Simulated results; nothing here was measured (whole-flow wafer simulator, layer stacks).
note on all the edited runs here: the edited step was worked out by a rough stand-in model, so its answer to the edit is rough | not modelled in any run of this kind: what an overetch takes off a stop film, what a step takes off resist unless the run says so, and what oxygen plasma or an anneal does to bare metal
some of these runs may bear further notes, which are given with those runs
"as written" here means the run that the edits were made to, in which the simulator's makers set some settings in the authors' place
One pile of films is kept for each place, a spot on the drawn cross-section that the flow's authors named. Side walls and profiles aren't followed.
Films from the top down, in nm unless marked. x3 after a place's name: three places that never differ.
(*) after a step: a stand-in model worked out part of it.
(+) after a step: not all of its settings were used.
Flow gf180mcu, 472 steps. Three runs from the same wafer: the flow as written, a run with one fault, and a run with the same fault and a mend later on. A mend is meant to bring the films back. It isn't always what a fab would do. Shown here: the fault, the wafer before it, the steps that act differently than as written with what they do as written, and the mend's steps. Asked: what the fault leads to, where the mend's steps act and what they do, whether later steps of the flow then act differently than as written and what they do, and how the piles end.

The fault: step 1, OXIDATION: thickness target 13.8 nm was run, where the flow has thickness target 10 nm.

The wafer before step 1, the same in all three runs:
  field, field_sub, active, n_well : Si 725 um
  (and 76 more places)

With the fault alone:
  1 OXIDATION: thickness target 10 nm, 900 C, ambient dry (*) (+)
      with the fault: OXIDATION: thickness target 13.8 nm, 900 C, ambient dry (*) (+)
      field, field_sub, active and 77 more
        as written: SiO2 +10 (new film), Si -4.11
        with the fault: SiO2 +13.8 (new film), Si -5.79
  Later steps of the flow that act differently than as written (99 more steps differ only slightly, by at most 2% or 0.5 nm, whichever is larger, and aren't shown):
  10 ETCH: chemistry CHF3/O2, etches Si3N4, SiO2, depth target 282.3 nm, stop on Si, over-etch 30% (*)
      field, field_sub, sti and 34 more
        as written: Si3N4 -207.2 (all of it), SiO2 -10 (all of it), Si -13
        with the fault: Si3N4 -207.2 (all of it), SiO2 -13.8 (all of it), Si -12.3
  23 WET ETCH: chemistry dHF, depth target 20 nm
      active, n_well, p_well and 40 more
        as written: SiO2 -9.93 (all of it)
        with the fault: SiO2 -13.7 (all of it)
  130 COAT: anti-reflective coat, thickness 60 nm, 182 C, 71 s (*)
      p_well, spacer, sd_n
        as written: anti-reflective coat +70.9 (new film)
        with the fault: anti-reflective coat +74.5 (new film)
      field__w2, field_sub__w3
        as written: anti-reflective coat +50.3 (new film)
        with the fault: anti-reflective coat +49 (new film)
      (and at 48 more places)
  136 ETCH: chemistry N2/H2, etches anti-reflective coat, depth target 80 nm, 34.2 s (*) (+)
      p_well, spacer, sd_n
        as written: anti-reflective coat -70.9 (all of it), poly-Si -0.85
        with the fault: anti-reflective coat -74.5 (all of it), poly-Si -0.76
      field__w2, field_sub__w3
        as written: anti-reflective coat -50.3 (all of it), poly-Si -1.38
        with the fault: anti-reflective coat -49 (all of it), poly-Si -1.41
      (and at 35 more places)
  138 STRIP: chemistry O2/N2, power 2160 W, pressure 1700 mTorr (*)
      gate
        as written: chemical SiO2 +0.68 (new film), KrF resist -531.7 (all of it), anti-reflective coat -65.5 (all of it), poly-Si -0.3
        with the fault: chemical SiO2 +0.68 (new film), KrF resist -531.8 (all of it), anti-reflective coat -67.2 (all of it), poly-Si -0.3
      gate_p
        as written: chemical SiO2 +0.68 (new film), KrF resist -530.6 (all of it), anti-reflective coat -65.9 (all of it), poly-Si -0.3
        with the fault: chemical SiO2 +0.68 (new film), KrF resist -530.7 (all of it), anti-reflective coat -67.8 (all of it), poly-Si -0.3
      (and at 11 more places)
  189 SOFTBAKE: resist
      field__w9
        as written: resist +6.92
        with the fault: resist -3.09
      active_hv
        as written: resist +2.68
        with the fault: resist -0.46
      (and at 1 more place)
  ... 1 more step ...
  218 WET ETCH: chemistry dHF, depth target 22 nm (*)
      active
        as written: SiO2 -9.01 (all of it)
        with the fault: SiO2 -8.41 (all of it)
  At the end the piles differ from the flow's only slightly at the places that both follow, by at most 2% or 0.5 nm, whichever is larger.

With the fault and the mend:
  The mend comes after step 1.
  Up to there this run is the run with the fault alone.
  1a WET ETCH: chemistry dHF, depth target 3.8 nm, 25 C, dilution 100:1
      field, field_sub, active and 77 more
        SiO2 -3.8
  No later step of the flow acts differently than as written at any place that is followed.
  At the end the piles differ from the flow's only slightly at the places that both follow, by at most 2% or 0.5 nm, whichever is larger.
